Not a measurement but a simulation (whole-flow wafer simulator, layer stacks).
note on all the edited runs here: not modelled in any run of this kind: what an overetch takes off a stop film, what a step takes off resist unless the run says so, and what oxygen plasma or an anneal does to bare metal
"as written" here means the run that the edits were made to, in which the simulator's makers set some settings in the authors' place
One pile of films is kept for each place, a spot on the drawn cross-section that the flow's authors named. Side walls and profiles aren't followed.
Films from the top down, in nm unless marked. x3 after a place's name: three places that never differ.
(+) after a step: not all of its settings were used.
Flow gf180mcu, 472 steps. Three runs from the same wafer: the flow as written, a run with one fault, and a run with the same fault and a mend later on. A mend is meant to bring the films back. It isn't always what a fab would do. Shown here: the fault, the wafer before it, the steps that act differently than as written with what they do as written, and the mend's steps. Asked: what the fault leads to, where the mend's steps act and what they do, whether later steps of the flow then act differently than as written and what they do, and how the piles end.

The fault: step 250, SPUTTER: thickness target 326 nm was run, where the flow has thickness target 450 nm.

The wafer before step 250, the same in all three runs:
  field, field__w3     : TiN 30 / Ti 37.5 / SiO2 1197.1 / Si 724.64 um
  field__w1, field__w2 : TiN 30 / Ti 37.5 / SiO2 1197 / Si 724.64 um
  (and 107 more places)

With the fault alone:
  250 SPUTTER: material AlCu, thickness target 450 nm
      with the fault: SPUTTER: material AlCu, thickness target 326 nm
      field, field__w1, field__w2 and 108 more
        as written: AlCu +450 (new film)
        with the fault: AlCu +326 (new film)
  Later steps of the flow that act differently than as written:
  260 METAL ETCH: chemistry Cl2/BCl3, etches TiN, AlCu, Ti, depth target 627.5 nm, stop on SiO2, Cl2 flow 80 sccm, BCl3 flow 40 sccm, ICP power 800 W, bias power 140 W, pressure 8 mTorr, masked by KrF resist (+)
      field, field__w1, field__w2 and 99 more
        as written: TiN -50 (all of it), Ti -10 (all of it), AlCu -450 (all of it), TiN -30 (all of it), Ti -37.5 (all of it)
        with the fault: TiN -50 (all of it), Ti -10 (all of it), AlCu -326 (all of it), TiN -30 (all of it), Ti -37.5 (all of it)
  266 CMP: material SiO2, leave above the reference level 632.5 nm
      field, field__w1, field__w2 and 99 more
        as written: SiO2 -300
        with the fault: SiO2 -424
  At the end the piles differ from the flow's by more than 2% or 0.5 nm, whichever is larger, at field__w4, field__w8, contact and 9 more.
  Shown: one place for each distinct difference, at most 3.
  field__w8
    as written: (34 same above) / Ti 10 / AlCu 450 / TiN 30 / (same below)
    with the fault: (34 same above) / Ti 10 / AlCu 326 / TiN 30 / (same below)
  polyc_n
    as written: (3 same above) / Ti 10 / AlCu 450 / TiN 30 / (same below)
    with the fault: (3 same above) / Ti 10 / AlCu 326 / TiN 30 / (same below)
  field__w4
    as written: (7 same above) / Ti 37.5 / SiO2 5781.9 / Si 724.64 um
    with the fault: (7 same above) / Ti 37.5 / SiO2 5657.9 / Si 724.64 um

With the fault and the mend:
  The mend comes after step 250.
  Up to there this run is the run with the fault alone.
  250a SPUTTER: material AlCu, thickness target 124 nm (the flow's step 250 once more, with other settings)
      field, field__w1, field__w2 and 108 more
        AlCu +124
  No later step of the flow acts differently than as written at any place that is followed.
  At the end the piles are the same as the flow's at every place that both follow.
